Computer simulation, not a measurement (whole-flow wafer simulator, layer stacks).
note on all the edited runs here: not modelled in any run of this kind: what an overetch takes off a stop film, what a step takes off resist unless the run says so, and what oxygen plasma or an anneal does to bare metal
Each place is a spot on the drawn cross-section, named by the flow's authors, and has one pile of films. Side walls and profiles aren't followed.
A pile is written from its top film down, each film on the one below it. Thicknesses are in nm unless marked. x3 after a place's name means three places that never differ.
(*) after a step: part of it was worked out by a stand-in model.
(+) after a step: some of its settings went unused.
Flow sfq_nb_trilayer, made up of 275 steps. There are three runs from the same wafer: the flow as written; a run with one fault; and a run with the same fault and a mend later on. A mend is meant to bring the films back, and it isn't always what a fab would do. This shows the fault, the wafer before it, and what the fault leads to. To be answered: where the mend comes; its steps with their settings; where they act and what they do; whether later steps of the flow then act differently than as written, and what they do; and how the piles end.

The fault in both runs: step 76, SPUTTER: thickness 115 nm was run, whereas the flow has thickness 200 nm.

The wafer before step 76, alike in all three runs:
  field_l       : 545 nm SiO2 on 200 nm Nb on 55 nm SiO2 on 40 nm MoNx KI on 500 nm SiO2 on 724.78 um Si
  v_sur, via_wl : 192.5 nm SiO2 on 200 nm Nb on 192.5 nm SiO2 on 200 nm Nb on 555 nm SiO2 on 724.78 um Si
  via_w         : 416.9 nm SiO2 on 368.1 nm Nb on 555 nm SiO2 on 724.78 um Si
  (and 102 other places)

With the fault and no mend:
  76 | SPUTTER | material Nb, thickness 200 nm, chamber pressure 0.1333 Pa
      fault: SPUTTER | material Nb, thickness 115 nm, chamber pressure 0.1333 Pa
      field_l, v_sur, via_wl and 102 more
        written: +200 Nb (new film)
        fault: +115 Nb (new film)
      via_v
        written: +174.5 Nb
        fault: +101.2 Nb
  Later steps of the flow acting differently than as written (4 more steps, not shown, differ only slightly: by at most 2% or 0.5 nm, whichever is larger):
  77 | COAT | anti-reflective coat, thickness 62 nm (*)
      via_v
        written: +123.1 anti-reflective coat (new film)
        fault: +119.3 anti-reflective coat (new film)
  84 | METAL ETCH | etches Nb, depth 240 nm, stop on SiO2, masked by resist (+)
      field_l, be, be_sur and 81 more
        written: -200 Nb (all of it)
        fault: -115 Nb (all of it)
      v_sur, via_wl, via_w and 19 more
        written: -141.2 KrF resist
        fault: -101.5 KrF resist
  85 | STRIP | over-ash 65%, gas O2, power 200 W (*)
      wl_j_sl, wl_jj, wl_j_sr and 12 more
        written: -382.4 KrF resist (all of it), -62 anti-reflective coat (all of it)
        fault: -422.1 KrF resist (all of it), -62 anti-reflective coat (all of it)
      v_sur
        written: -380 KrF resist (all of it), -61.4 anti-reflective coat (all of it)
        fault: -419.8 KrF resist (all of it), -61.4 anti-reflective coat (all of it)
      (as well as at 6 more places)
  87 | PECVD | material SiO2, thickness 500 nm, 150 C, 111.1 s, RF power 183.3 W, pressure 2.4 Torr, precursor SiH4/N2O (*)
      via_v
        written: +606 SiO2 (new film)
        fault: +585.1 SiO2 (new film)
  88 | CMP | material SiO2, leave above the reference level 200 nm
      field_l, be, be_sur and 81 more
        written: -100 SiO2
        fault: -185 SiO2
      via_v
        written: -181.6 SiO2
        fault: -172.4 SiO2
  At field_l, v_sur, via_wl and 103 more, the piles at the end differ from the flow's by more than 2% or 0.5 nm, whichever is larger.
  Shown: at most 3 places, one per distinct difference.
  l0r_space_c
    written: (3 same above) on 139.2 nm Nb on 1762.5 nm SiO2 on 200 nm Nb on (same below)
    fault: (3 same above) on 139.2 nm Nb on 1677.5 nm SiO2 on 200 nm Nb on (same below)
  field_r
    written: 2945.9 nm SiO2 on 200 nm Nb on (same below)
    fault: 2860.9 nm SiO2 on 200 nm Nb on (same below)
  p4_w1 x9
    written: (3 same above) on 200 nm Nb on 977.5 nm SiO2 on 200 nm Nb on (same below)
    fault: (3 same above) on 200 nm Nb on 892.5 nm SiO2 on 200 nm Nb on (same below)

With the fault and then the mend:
  The mend stands after step 82.
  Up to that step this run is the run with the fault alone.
  82a | STRIP | over-ash 65%, gas O2, power 200 W (*)
      p4_fl x3, p4_w1 x9, p4_g1 x2 and 48 more
        -62 anti-reflective coat (all of it)
      wl_j_sl, wl_jj, wl_j_sr and 12 more
        -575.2 KrF resist (all of it), -62 anti-reflective coat (all of it)
      moat, field_r, lsp_l and 6 more
        -61.8 anti-reflective coat (all of it)
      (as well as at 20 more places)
  82b | SPUTTER | material Nb, thickness 85 nm, chamber pressure 0.1333 Pa (the flow's step 76 again, with other settings)
      field_l, v_sur, via_wl and 102 more
        +85 Nb
      via_v
        +69.1 Nb
  82c | COAT | anti-reflective coat, thickness 62 nm (*) (the flow's step 77 again)
      p4_fl x3, p4_w1 x9, p4_g1 x2 and 63 more
        +62 anti-reflective coat (new film)
      moat, field_r, lsp_l and 6 more
        +61.8 anti-reflective coat (new film)
      be_r, r_sur, res, r_end
        +61.7 anti-reflective coat (new film)
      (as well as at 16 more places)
  82d | COAT | KrF resist, thickness 600 nm (*) (the flow's step 78 again)
      p4_fl x3, p4_w1 x9, p4_g1 x2 and 63 more
        +600 KrF resist (new film)
      field_r, lsp_l, ln_m5, l0v
        +599.5 KrF resist (new film)
      lsp_m, ln_m6, lsp_r, l0_sur
        +599.6 KrF resist (new film)
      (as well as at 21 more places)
  82e | SOFTBAKE | KrF resist (the flow's step 79 again)
      does not change any film at any place that is followed
  82f | EXPOSE | photomask M2, dose 12.11 mJ/cm2, NA 0.6, wavelength 248 nm (*) (the flow's step 80 again)
      does not change any film at any place that is followed
  82g | PEB | KrF resist, 90 s (the flow's step 81 again)
      field_l, v_sur, via_wl and 97 more
        -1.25 KrF resist
      via_w, via_wr, via_sp, wire, be
        -1.24 KrF resist
      via_v
        -1.6 KrF resist
  82h | DEVELOP | KrF resist, thickness 600 nm, 60 s (the flow's step 82 again)
      p4_fl x3, p4_w1 x9, p4_g1 x2 and 48 more
        -598.7 KrF resist (all of it)
      v_sur, via_wl, via_w and 19 more
        -23.5 KrF resist
      lsp_l, ln_m5, lsp_m, ln_m6, lsp_r, l0_sur, l0v
        -598.3 KrF resist (all of it)
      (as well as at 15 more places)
  None of the later steps of the flow differs from how it acts as written, at any place that is followed, by more than 2% or 0.5 nm, whichever is larger.
  At the end the piles are close to the flow's at the places that both follow, differing by at most 2% or 0.5 nm, whichever is larger.
